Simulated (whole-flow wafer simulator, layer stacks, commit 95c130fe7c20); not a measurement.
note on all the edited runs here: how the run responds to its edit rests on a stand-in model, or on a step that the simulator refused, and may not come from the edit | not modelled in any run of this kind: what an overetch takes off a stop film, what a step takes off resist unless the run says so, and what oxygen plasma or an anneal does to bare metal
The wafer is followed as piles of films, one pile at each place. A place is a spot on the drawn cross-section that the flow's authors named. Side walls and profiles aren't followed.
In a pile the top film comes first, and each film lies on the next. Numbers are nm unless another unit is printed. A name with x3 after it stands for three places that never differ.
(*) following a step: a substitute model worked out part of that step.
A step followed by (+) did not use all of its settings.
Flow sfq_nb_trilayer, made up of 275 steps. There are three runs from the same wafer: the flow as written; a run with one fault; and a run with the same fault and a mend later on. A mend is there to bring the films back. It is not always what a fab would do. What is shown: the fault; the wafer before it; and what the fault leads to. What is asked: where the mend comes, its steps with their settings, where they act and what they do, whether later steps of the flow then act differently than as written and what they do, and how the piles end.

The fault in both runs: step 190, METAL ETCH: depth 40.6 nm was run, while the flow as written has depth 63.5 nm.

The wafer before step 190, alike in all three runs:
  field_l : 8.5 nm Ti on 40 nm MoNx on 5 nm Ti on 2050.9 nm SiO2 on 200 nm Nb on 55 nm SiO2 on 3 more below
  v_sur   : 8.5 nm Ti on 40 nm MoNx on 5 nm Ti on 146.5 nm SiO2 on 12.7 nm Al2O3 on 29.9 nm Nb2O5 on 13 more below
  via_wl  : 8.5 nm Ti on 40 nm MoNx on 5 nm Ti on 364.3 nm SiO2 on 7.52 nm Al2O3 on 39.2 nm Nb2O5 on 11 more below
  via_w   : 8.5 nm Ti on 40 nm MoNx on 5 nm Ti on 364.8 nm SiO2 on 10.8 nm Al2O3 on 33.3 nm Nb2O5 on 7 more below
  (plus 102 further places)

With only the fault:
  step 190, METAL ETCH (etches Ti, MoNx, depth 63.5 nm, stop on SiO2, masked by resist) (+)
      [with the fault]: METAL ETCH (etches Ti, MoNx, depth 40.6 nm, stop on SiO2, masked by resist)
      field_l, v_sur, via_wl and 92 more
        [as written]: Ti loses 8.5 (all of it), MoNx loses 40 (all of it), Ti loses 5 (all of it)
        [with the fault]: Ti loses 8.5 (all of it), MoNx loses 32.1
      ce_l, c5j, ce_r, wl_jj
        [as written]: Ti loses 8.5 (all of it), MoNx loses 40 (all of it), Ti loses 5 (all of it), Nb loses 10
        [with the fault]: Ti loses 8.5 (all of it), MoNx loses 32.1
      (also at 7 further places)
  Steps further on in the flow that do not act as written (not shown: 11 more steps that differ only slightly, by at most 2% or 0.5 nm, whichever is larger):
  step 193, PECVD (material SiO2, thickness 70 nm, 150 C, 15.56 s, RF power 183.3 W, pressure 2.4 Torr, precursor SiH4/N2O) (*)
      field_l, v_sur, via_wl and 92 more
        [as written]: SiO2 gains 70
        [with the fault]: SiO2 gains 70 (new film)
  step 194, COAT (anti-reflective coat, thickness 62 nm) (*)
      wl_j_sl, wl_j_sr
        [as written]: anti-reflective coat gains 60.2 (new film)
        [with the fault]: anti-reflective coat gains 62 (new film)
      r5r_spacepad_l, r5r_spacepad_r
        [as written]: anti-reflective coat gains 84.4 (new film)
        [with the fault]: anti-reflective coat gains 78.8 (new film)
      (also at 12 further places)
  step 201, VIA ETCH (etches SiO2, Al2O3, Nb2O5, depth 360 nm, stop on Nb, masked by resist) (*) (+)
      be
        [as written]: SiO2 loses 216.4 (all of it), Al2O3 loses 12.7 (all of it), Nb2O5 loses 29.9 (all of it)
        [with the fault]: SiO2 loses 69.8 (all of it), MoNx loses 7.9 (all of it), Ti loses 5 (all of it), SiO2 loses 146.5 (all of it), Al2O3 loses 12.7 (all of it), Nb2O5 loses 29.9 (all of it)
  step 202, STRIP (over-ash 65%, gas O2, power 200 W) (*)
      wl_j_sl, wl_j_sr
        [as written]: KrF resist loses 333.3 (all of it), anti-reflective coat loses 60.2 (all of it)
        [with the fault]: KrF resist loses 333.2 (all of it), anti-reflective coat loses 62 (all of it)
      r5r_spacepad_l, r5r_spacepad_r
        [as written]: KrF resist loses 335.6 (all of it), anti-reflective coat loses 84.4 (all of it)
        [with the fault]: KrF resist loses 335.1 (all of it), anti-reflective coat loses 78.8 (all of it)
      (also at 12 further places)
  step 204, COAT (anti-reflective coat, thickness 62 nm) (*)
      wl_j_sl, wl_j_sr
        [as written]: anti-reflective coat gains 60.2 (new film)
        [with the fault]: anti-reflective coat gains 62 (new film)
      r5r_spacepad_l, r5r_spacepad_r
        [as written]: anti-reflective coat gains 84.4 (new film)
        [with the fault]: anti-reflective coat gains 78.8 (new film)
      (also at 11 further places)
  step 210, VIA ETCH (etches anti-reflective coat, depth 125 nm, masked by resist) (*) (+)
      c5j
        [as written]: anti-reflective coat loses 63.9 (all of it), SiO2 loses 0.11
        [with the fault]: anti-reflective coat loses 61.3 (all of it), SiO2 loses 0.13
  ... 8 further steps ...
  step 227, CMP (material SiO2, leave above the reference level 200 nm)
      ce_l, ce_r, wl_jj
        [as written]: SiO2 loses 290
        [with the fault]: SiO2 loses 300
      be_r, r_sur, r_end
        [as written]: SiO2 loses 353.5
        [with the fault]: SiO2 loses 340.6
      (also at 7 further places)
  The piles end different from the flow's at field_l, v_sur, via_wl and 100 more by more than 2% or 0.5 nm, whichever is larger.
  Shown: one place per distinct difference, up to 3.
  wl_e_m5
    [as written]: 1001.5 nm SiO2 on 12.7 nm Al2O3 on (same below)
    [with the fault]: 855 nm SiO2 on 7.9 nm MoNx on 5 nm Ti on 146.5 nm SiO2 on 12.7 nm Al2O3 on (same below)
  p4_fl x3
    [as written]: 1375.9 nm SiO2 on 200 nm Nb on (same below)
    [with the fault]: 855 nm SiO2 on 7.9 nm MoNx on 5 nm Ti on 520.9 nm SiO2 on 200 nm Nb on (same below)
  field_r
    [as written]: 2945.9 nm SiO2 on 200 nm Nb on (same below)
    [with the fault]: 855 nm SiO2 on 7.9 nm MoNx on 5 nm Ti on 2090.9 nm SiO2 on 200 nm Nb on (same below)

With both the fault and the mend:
  After step 191 comes the mend.
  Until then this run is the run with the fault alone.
  step 191a, COAT (anti-reflective coat, thickness 62 nm) (*) (the flow's step 183 again)
      p4_fl x3, p4_w1 x9, p4_g1 x2 and 57 more
        anti-reflective coat gains 62 (new film)
      field_l, v_sur, via_wl and 7 more
        anti-reflective coat gains 62.2 (new film)
      wire, be, be_sur, lsp_m, ln_m6
        anti-reflective coat gains 62.3 (new film)
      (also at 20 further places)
  step 191b, COAT (KrF resist, thickness 600 nm) (*) (the flow's step 184 again)
      p4_fl x3, p4_w1 x9, p4_g1 x2 and 57 more
        KrF resist gains 600 (new film)
      v_sur, via_wl, via_w, via_wr
        KrF resist gains 600.5 (new film)
      via_sp, l0_sur, l0v
        KrF resist gains 600.6 (new film)
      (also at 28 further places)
  step 191c, SOFTBAKE (KrF resist) (the flow's step 185 again)
      does not change any film at any place that is followed
  step 191d, EXPOSE (photomask R5, dose 12.12 mJ/cm2, NA 0.6, wavelength 248 nm) (*) (the flow's step 186 again)
      does not change any film at any place that is followed
  step 191e, PEB (KrF resist, 90 s) (the flow's step 187 again)
      field_l, v_sur, via_wl and 77 more
        KrF resist loses 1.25
      wire, be, be_sur and 14 more
        KrF resist loses 1.26
      be_r, r_sur, res, r_end
        KrF resist loses 1.22
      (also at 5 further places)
  step 191f, DEVELOP (KrF resist, thickness 600 nm, 60 s) (the flow's step 188 again)
      p4_fl x3, p4_w1 x9, p4_g1 x2 and 57 more
        KrF resist loses 598.7 (all of it)
      be_r, r_sur, res, r_end, r5r_line_l, r5r_line_c, r5r_line_r
        KrF resist loses 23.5
      via_w, via_wr, via_sp, l0v
        KrF resist loses 599.3 (all of it)
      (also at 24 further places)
  step 191g, METAL ETCH (etches anti-reflective coat, depth 125 nm, masked by resist) (*) (+) (the flow's step 189 again)
      p4_fl x3, p4_w1 x9, p4_g1 x2 and 57 more
        anti-reflective coat loses 62 (all of it)
      field_l, v_sur, via_wl and 7 more
        anti-reflective coat loses 62.2 (all of it)
      be_r, r_sur, res, r_end, r5r_line_l, r5r_line_c, r5r_line_r
        KrF resist loses 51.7
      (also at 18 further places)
  step 191h, METAL ETCH (etches Ti, MoNx, depth 22.9 nm, stop on SiO2, masked by resist) (+) (the flow's step 190 again, with other settings)
      field_l, v_sur, via_wl and 92 more
        MoNx loses 7.9 (all of it), Ti loses 5 (all of it)
      be_r, r_sur, res, r_end, r5r_line_l, r5r_line_c, r5r_line_r
        KrF resist loses 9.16
      ce_l, c5j, ce_r, wl_jj
        MoNx loses 7.9 (all of it), Ti loses 5 (all of it), Nb loses 10
  step 191i, STRIP (over-ash 65%, gas O2, power 200 W) (*) (the flow's step 191 again)
      r5r_line_l, r5r_line_c, r5r_line_r
        KrF resist loses 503 (all of it), anti-reflective coat loses 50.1 (all of it)
      be_r
        KrF resist loses 497.6 (all of it), anti-reflective coat loses 55.1 (all of it)
      r_sur
        KrF resist loses 497.5 (all of it), anti-reflective coat loses 58.4 (all of it)
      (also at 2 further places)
  Later steps of the flow that are run all act as written at every place that is followed.
  At every place that both follow, the piles at the end match the flow's.
